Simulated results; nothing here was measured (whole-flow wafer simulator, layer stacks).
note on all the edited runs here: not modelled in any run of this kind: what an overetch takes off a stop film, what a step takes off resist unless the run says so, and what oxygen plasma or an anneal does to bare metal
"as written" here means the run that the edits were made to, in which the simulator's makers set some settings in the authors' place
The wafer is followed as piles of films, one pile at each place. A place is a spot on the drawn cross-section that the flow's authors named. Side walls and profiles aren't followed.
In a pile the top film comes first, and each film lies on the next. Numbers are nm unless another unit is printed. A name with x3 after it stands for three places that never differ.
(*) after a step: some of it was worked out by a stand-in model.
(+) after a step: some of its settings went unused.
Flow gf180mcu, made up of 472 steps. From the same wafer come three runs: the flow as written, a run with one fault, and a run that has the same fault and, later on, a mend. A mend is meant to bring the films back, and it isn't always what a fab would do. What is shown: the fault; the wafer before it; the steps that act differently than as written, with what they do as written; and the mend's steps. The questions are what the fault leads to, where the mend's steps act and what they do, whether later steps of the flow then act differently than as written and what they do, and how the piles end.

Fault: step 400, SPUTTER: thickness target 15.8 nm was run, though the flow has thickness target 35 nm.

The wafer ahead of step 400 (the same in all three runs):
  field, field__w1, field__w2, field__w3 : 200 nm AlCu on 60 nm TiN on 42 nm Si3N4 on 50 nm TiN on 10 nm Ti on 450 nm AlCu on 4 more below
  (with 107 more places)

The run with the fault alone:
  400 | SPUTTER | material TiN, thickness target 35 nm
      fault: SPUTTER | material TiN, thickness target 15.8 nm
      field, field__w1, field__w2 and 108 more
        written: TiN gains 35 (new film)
        fault: TiN gains 15.8 (new film)
  Steps later in the flow that act otherwise than as written (not shown: 7 more steps that differ only slightly, by at most 2% or 0.5 nm, whichever is larger):
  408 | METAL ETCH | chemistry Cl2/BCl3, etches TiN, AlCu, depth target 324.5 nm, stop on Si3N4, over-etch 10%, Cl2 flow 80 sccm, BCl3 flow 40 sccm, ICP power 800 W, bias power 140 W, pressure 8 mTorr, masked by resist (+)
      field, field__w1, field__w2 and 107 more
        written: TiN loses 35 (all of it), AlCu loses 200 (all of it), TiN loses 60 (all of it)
        fault: TiN loses 15.8 (all of it), AlCu loses 200 (all of it), TiN loses 60 (all of it)
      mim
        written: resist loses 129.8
        fault: resist loses 121.4
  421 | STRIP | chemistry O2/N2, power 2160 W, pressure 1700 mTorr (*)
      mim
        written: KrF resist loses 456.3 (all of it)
        fault: KrF resist loses 470.7 (all of it)
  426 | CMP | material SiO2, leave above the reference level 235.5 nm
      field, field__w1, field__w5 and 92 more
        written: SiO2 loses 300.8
        fault: SiO2 loses 320
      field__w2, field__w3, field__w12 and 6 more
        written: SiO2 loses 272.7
        fault: SiO2 loses 291.9
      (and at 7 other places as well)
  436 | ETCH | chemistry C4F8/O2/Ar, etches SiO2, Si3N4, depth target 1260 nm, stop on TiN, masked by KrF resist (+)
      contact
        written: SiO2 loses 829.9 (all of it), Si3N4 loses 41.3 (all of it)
        fault: SiO2 loses 810.7 (all of it), Si3N4 loses 41.3 (all of it)
  At field__w8, contact, m1, m1__w1, mim, m1_nw, the piles at the end differ from the flow's by more than 2% or 0.5 nm, whichever is larger.
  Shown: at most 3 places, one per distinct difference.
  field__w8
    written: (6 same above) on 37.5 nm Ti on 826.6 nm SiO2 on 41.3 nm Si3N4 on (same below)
    fault: (6 same above) on 37.5 nm Ti on 807.4 nm SiO2 on 41.3 nm Si3N4 on (same below)
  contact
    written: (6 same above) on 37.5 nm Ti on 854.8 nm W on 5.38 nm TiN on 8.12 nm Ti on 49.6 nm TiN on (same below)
    fault: (6 same above) on 37.5 nm Ti on 835.4 nm W on 5.44 nm TiN on 8.21 nm Ti on 49.6 nm TiN on (same below)
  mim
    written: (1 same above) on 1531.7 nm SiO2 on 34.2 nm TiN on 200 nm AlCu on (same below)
    fault: (1 same above) on 1531.7 nm SiO2 on 15 nm TiN on 200 nm AlCu on (same below)

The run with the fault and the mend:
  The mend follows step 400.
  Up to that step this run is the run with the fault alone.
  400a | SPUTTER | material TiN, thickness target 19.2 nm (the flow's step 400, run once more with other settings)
      field, field__w1, field__w2 and 108 more
        TiN gains 19.2
  Every later step of the flow that is run acts as written at every place that is followed.
  At every place that both follow, the piles at the end match the flow's.
